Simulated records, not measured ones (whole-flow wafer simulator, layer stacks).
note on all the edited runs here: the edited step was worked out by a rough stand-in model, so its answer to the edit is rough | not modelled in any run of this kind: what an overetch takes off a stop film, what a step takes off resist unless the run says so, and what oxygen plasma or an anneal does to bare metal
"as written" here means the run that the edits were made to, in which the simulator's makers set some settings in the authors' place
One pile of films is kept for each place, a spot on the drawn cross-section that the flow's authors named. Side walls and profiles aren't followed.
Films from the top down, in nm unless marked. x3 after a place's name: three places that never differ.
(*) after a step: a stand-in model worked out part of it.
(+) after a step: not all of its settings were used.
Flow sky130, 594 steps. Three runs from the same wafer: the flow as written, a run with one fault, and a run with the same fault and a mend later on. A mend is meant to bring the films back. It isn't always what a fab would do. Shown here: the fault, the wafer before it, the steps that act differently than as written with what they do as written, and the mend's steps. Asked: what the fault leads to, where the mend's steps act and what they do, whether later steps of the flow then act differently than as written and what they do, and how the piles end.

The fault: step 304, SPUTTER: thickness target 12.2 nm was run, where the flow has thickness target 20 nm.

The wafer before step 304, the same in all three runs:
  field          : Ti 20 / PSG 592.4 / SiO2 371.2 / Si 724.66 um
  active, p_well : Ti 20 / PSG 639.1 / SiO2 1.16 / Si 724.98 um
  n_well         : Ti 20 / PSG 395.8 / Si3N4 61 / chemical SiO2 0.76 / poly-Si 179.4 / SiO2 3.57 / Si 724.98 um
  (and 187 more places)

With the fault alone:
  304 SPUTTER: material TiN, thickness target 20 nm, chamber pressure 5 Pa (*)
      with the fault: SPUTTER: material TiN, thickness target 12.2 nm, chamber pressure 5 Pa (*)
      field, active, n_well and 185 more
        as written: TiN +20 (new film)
        with the fault: TiN +12.2 (new film)
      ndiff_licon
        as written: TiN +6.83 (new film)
        with the fault: TiN +4.22 (new film)
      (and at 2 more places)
  Later steps of the flow that act differently than as written (10 more steps differ only slightly, by at most 2% or 0.5 nm, whichever is larger, and aren't shown):
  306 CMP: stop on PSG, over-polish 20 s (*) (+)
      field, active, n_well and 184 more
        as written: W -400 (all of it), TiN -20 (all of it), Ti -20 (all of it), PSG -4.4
        with the fault: W -400 (all of it), TiN -12.2 (all of it), Ti -20 (all of it), PSG -4.4
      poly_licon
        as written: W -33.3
        with the fault: W -25.5
  At the end the piles differ from the flow's by more than 2% or 0.5 nm, whichever is larger, at poly_licon, ndiff_licon, ndiff_licon_cpp, rpo_hd_licon.
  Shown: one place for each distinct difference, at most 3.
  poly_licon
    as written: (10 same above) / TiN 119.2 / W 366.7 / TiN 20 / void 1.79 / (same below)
    with the fault: (10 same above) / TiN 119.2 / W 374.5 / TiN 12.2 / void 1.79 / (same below)
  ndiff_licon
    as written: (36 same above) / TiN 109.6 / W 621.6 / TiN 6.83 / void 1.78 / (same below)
    with the fault: (36 same above) / TiN 109.6 / W 624.2 / TiN 4.22 / void 1.78 / (same below)
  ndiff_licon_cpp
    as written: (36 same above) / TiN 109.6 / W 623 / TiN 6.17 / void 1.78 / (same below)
    with the fault: (36 same above) / TiN 109.6 / W 625.4 / TiN 3.81 / void 1.78 / (same below)

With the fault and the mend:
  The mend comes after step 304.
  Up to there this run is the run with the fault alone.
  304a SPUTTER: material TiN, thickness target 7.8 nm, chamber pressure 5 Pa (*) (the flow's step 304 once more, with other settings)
      field, active, n_well and 185 more
        TiN +7.8
      ndiff_licon
        TiN +2.61
      ndiff_licon_cpp
        TiN +2.36
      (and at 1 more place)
  No later step of the flow acts differently than as written, at any place that is followed, by more than 2% or 0.5 nm, whichever is larger.
  At the end the piles differ from the flow's only slightly at the places that both follow, by at most 2% or 0.5 nm, whichever is larger.
